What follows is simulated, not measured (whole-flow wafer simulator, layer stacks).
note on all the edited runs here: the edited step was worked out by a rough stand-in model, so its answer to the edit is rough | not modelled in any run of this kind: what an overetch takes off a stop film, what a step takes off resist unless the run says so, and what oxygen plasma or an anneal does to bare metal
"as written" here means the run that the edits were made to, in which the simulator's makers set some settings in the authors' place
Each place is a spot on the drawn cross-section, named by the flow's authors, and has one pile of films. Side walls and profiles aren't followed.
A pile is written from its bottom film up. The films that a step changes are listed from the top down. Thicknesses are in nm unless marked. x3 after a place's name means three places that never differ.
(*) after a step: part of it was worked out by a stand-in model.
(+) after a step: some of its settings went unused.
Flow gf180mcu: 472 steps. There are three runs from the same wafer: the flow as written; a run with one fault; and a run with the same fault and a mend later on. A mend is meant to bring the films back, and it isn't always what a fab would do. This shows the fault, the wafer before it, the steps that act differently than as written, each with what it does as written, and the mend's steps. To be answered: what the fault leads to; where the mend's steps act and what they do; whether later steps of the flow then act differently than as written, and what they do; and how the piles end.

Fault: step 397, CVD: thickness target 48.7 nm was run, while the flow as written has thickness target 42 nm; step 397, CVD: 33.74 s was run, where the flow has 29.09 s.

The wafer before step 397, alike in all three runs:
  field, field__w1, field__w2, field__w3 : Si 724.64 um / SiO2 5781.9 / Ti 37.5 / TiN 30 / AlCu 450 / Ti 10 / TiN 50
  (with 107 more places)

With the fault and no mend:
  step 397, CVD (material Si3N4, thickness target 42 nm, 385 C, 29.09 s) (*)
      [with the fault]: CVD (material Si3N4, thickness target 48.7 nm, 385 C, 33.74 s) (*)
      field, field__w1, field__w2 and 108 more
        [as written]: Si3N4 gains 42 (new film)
        [with the fault]: Si3N4 gains 48.7 (new film)
  Steps further on in the flow that do not act as written (5 other steps are not shown; they differ only slightly, by no more than 2% or 0.5 nm, whichever is larger):
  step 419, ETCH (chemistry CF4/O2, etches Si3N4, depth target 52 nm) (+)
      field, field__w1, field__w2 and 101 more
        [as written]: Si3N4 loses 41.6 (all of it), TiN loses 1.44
        [with the fault]: Si3N4 loses 48.3 (all of it), TiN loses 0.51
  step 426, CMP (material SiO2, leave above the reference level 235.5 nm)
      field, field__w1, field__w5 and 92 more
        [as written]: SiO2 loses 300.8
        [with the fault]: SiO2 loses 294.1
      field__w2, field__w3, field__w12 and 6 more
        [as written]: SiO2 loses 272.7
        [with the fault]: SiO2 loses 265.7
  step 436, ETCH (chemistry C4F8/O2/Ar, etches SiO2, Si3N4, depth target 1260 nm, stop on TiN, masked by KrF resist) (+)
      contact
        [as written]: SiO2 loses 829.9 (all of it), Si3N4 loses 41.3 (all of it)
        [with the fault]: SiO2 loses 829.9 (all of it), Si3N4 loses 48 (all of it)
  At field__w4, field__w8, m1, m1__w1, mim, mim_1p0, m1_nw, the piles at the end differ from the flow's by more than 2% or 0.5 nm, whichever is larger.
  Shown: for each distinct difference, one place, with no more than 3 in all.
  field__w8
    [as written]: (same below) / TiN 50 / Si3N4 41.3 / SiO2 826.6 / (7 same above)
    [with the fault]: (same below) / TiN 50 / Si3N4 48 / SiO2 826.6 / (7 same above)
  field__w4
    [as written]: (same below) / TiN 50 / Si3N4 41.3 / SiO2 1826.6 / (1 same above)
    [with the fault]: (same below) / TiN 50 / Si3N4 48 / SiO2 1826.6 / (1 same above)
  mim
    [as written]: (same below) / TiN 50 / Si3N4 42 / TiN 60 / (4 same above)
    [with the fault]: (same below) / TiN 50 / Si3N4 48.7 / TiN 60 / (4 same above)

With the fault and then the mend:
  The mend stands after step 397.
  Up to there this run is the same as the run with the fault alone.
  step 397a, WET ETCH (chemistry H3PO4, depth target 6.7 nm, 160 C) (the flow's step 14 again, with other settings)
      field, field__w1, field__w2 and 108 more
        Si3N4 loses 6.7
  Later steps of the flow that are run all act as written at every place that is followed.
  At the end the piles are close to the flow's at the places that both follow, differing by at most 2% or 0.5 nm, whichever is larger.
